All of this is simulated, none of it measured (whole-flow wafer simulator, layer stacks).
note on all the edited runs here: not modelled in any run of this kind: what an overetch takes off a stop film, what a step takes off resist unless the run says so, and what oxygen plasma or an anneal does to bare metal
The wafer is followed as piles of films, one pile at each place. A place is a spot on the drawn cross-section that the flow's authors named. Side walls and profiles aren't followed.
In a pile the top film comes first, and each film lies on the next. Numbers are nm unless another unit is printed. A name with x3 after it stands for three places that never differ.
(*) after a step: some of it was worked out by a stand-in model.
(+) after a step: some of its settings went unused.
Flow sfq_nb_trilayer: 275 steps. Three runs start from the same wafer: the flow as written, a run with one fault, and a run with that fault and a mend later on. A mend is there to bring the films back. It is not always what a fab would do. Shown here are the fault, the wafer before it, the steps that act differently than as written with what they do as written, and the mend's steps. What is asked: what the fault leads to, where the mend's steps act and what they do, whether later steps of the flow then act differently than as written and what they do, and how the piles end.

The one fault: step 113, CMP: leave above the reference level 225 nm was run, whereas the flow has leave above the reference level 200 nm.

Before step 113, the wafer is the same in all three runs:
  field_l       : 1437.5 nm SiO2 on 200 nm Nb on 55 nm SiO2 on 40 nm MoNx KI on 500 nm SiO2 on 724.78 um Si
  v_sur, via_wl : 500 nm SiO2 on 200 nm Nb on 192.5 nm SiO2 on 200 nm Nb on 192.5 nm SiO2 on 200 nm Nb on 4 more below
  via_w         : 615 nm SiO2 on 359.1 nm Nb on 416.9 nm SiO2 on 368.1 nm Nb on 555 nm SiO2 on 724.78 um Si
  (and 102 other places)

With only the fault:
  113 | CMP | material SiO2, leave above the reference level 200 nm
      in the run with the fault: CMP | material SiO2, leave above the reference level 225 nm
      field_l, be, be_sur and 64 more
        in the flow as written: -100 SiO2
        in the run with the fault: -75 SiO2
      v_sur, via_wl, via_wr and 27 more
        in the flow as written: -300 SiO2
        in the run with the fault: -275 SiO2
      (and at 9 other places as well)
  Steps further on in the flow that do not act as written (3 more steps, not shown, differ only slightly: by at most 2% or 0.5 nm, whichever is larger):
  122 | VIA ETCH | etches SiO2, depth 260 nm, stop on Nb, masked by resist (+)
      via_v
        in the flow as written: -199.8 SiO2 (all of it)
        in the run with the fault: -224.8 SiO2 (all of it)
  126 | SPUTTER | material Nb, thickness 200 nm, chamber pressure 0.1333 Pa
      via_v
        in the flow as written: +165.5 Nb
        in the run with the fault: +160.2 Nb
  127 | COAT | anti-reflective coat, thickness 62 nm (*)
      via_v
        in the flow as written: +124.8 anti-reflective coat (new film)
        in the run with the fault: +130.2 anti-reflective coat (new film)
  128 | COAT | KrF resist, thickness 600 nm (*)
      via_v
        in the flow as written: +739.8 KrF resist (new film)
        in the run with the fault: +760.5 KrF resist (new film)
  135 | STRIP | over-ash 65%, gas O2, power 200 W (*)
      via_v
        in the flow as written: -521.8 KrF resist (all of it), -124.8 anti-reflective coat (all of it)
        in the run with the fault: -542.5 KrF resist (all of it), -130.2 anti-reflective coat (all of it)
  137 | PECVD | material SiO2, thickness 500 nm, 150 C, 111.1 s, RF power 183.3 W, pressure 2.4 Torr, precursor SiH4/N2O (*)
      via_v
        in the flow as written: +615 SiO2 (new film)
        in the run with the fault: +645.4 SiO2 (new film)
  At v_sur, via_wl, via_w and 29 more, the piles at the end differ from the flow's by more than 2% or 0.5 nm, whichever is larger.
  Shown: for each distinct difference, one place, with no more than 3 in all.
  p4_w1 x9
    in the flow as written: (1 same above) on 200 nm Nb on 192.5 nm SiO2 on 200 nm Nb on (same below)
    in the run with the fault: (1 same above) on 200 nm Nb on 217.5 nm SiO2 on 200 nm Nb on (same below)
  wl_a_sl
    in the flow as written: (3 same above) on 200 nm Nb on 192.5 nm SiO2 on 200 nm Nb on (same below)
    in the run with the fault: (3 same above) on 200 nm Nb on 217.5 nm SiO2 on 200 nm Nb on (same below)
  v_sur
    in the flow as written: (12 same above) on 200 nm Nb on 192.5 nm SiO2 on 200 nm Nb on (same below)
    in the run with the fault: (12 same above) on 200 nm Nb on 217.5 nm SiO2 on 200 nm Nb on (same below)

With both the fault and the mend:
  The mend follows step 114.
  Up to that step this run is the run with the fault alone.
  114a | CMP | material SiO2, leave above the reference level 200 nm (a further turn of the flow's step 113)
      field_l, v_sur, via_wl and 103 more
        -25 SiO2
  Every later step of the flow that is run acts as written at every place that is followed.
  The piles end the same as the flow's at every place that both follow.
